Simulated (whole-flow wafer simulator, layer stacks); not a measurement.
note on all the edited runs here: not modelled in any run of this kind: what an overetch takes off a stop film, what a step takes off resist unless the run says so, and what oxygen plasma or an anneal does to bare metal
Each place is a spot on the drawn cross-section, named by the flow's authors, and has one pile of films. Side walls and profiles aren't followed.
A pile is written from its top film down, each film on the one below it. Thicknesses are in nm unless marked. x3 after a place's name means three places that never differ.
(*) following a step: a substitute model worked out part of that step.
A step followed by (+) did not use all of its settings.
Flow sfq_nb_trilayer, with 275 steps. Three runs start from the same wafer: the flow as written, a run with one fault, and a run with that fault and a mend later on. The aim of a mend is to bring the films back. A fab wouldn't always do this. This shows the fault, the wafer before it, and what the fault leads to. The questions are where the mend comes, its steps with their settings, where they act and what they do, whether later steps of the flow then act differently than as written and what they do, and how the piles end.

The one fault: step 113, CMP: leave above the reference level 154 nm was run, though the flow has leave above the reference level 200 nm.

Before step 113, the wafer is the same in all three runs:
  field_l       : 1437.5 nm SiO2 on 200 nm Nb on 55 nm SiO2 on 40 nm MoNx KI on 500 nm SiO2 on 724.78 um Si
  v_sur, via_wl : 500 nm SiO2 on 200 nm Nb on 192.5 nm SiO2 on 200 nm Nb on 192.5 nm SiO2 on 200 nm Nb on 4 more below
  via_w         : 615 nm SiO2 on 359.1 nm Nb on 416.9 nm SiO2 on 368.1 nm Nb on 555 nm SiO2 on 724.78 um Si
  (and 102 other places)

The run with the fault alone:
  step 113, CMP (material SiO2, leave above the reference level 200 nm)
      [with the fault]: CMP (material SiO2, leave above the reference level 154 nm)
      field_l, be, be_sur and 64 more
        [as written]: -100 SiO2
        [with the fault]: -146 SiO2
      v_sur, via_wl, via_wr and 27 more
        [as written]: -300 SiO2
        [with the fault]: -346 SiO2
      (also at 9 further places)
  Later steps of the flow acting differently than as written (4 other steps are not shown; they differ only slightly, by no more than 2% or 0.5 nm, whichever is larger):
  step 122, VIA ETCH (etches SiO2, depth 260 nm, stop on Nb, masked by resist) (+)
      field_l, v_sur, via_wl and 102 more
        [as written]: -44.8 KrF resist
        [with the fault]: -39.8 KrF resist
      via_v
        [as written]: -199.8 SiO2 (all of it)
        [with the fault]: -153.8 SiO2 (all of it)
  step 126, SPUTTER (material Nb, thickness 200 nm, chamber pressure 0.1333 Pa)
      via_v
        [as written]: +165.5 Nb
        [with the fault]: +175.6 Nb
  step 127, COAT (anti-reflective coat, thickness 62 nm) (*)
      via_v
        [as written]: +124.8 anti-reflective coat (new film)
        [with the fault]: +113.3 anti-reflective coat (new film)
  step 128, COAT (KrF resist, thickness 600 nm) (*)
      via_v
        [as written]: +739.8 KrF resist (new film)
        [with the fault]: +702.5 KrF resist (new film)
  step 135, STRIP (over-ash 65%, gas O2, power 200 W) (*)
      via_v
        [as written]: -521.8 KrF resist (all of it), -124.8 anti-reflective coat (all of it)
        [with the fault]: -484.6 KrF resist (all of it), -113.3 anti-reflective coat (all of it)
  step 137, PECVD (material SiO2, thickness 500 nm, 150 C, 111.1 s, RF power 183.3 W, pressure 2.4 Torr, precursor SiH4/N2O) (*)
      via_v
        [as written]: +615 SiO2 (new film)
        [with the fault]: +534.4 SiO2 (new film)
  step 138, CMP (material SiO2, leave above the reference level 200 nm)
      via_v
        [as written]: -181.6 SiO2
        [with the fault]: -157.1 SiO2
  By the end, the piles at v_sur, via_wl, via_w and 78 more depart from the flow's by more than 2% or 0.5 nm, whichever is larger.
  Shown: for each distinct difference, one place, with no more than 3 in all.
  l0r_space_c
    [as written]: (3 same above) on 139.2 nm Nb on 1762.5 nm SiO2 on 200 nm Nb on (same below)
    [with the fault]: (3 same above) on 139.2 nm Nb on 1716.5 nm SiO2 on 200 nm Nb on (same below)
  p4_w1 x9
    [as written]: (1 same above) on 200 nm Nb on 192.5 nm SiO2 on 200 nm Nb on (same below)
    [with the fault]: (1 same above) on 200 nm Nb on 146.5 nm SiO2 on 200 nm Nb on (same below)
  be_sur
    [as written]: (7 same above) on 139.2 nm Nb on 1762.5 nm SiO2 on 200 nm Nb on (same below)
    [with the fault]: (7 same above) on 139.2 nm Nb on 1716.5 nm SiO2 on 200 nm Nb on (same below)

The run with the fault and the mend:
  After step 120 comes the mend.
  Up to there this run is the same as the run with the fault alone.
  step 120a, STRIP (over-ash 65%, gas O2, power 200 W) (*)
      field_l, v_sur, via_wl and 102 more
        -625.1 KrF resist (all of it), -62 anti-reflective coat (all of it)
      via_v
        -62 anti-reflective coat (all of it)
  step 120b, PECVD (material SiO2, thickness 46 nm, 150 C, 10.22 s, RF power 183.3 W, pressure 2.4 Torr, precursor SiH4/N2O) (the flow's step 112 again, with other settings)
      field_l, v_sur, via_wl and 103 more
        +46 SiO2
  step 120c, COAT (anti-reflective coat, thickness 62 nm) (the flow's step 115 again)
      field_l, v_sur, via_wl and 103 more
        +62 anti-reflective coat (new film)
  step 120d, COAT (KrF resist, thickness 650 nm) (the flow's step 116 again)
      field_l, v_sur, via_wl and 103 more
        +650 KrF resist (new film)
  step 120e, SOFTBAKE (KrF resist) (the flow's step 117 again)
      leaves every film unchanged at each place that is followed
  step 120f, EXPOSE (photomask I3, dose 11.91 mJ/cm2, NA 0.6, wavelength 248 nm) (*) (the flow's step 118 again)
      leaves every film unchanged at each place that is followed
  step 120g, PEB (KrF resist, 90 s) (the flow's step 119 again)
      field_l, v_sur, via_wl and 103 more
        -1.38 KrF resist
  step 120h, DEVELOP (KrF resist, thickness 650 nm, 60 s) (the flow's step 120 again)
      field_l, v_sur, via_wl and 102 more
        -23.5 KrF resist
      via_v
        -648.6 KrF resist (all of it)
  None of the later steps of the flow acts differently than as written at any place that is followed.
  The piles end the same as the flow's at every place that both follow.
